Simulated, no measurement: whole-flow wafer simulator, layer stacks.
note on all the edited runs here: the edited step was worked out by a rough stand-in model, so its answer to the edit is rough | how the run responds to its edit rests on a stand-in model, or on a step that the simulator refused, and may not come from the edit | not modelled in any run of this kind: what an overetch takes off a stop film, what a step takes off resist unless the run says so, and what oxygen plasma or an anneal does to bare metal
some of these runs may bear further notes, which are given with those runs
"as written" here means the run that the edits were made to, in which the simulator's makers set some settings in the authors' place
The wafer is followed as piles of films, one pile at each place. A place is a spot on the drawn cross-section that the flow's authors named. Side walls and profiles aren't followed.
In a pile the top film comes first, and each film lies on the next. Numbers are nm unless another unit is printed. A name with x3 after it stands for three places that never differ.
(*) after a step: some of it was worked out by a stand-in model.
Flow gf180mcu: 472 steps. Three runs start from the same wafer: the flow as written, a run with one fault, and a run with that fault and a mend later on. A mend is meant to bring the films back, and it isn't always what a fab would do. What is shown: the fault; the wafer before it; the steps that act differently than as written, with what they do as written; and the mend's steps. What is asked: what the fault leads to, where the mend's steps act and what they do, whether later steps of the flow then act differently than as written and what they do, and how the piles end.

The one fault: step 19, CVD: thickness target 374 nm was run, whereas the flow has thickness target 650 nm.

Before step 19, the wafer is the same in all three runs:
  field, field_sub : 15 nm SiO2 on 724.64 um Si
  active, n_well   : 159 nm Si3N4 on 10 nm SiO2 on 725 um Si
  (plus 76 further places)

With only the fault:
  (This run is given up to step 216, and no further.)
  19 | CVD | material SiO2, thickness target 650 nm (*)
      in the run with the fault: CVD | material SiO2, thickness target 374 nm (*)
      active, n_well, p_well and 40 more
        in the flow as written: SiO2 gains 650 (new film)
        in the run with the fault: SiO2 gains 374 (new film)
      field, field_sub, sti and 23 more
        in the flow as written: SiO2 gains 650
        in the run with the fault: SiO2 gains 374
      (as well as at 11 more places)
  Steps later in the flow that act otherwise than as written (not shown: 6 more steps that differ only slightly, by at most 2% or 0.5 nm, whichever is larger):
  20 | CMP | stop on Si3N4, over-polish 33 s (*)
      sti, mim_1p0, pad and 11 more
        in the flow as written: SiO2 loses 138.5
        in the run with the fault: nothing
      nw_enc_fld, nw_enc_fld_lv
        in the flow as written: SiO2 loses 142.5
        in the run with the fault: nothing
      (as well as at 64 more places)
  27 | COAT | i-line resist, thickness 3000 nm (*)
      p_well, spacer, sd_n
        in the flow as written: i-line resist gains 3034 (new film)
        in the run with the fault: i-line resist gains 2906.3 (new film)
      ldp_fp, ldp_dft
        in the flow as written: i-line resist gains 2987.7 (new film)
        in the run with the fault: i-line resist gains 2899.5 (new film)
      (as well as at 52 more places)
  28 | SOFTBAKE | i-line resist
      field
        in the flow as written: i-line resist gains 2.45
        in the run with the fault: i-line resist loses 6.16
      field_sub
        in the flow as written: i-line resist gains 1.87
        in the run with the fault: i-line resist loses 5.43
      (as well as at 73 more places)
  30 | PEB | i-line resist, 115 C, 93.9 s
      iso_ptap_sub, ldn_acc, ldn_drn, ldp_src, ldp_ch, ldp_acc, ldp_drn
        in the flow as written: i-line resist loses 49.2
        in the run with the fault: i-line resist loses 47.6
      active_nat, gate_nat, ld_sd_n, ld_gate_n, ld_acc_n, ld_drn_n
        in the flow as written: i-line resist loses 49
        in the run with the fault: i-line resist loses 47.9
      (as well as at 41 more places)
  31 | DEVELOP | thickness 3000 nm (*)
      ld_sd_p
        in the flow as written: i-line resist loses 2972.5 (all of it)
        in the run with the fault: i-line resist loses 2899.6 (all of it)
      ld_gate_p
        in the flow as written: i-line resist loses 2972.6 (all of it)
        in the run with the fault: i-line resist loses 2899.1 (all of it)
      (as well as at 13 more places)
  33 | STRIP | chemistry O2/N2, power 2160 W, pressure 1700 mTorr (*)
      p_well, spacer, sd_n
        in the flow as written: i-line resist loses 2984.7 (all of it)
        in the run with the fault: i-line resist loses 2859.1 (all of it)
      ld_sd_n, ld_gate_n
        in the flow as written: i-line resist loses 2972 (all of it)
        in the run with the fault: i-line resist loses 2900.9 (all of it)
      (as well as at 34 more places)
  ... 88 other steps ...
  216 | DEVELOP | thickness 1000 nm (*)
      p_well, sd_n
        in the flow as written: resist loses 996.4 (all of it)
        in the run with the fault: resist loses 881.1 (all of it)
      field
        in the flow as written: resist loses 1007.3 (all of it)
        in the run with the fault: resist loses 1027.9 (all of it)
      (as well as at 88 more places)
  Once step 216 is done, the piles at field, field__w1, field__w2 and 52 more depart from the flow's by more than 2% or 0.5 nm, whichever is larger.
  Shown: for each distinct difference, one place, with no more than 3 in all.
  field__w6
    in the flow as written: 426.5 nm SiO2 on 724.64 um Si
    in the run with the fault: 58.6 nm SiO2 on 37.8 nm poly-Si on 246.2 nm SiO2 on 724.63 um Si
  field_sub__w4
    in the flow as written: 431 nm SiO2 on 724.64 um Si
    in the run with the fault: 58.9 nm SiO2 on 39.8 nm poly-Si on 246.2 nm SiO2 on 724.63 um Si
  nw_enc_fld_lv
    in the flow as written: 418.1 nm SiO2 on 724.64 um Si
    in the run with the fault: 58.4 nm SiO2 on 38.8 nm poly-Si on 231.9 nm SiO2 on 724.63 um Si

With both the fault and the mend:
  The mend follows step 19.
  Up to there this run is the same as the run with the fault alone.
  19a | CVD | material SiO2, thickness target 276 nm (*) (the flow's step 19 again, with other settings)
      field, field_sub, active and 77 more
        SiO2 gains 276
  None of the later steps of the flow differs from how it acts as written, at any place that is followed, by more than 2% or 0.5 nm, whichever is larger.
  At every place that both follow, the piles at the end match the flow's.
